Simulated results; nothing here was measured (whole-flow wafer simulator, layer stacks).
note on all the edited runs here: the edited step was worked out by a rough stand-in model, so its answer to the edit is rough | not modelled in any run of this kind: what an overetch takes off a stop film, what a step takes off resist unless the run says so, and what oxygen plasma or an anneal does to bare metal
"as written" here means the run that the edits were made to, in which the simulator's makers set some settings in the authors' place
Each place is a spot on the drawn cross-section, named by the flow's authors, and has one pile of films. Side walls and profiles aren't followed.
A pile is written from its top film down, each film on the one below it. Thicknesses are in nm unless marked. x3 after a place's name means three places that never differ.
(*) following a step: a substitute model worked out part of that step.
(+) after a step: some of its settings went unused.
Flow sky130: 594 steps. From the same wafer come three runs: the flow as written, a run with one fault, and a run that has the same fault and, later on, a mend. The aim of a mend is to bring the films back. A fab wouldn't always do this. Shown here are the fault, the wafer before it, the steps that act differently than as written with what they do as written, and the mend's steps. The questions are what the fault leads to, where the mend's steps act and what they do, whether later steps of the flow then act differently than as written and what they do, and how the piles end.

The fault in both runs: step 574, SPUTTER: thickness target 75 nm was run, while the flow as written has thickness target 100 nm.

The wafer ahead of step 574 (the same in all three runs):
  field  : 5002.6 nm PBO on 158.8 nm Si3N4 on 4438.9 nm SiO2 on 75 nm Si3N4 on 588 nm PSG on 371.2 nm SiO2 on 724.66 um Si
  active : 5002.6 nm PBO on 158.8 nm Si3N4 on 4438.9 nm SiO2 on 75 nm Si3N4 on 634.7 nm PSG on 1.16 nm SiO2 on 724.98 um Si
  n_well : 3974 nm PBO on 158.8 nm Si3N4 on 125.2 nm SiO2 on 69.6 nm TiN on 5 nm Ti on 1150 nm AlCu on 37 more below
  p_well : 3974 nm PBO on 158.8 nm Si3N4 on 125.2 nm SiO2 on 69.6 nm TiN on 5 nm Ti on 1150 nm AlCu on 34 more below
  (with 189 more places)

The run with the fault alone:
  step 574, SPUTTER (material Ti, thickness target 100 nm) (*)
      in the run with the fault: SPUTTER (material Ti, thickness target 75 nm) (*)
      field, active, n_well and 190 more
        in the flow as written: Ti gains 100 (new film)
        in the run with the fault: Ti gains 75 (new film)
  Later steps of the flow acting differently than as written (7 other steps are not shown; they differ only slightly, by no more than 2% or 0.5 nm, whichever is larger):
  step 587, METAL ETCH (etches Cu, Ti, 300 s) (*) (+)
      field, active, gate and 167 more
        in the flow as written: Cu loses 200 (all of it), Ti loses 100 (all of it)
        in the run with the fault: Cu loses 200 (all of it), Ti loses 75 (all of it)
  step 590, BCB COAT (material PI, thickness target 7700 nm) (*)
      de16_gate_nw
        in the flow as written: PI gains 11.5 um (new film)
        in the run with the fault: PI gains 11.48 um (new film)
  By the end, the piles at n_well, p_well, sd_n and 20 more depart from the flow's by more than 2% or 0.5 nm, whichever is larger.
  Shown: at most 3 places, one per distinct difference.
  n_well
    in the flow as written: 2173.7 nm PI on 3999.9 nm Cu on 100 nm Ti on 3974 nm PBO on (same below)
    in the run with the fault: 2189.9 nm PI on 3999.9 nm Cu on 75 nm Ti on 3974 nm PBO on (same below)
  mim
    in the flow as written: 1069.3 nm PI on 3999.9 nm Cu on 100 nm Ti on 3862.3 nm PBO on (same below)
    in the run with the fault: 1092.7 nm PI on 3999.9 nm Cu on 75 nm Ti on 3862.3 nm PBO on (same below)
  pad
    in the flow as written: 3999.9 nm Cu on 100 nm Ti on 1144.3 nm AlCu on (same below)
    in the run with the fault: 3999.9 nm Cu on 75 nm Ti on 1144.3 nm AlCu on (same below)

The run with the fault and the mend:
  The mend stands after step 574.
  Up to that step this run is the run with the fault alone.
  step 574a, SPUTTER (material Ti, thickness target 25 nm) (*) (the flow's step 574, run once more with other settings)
      field, active, n_well and 190 more
        Ti gains 25
  Later steps of the flow that are run all act as written at every place that is followed.
  By the end, the piles equal the flow's at every place that both follow.
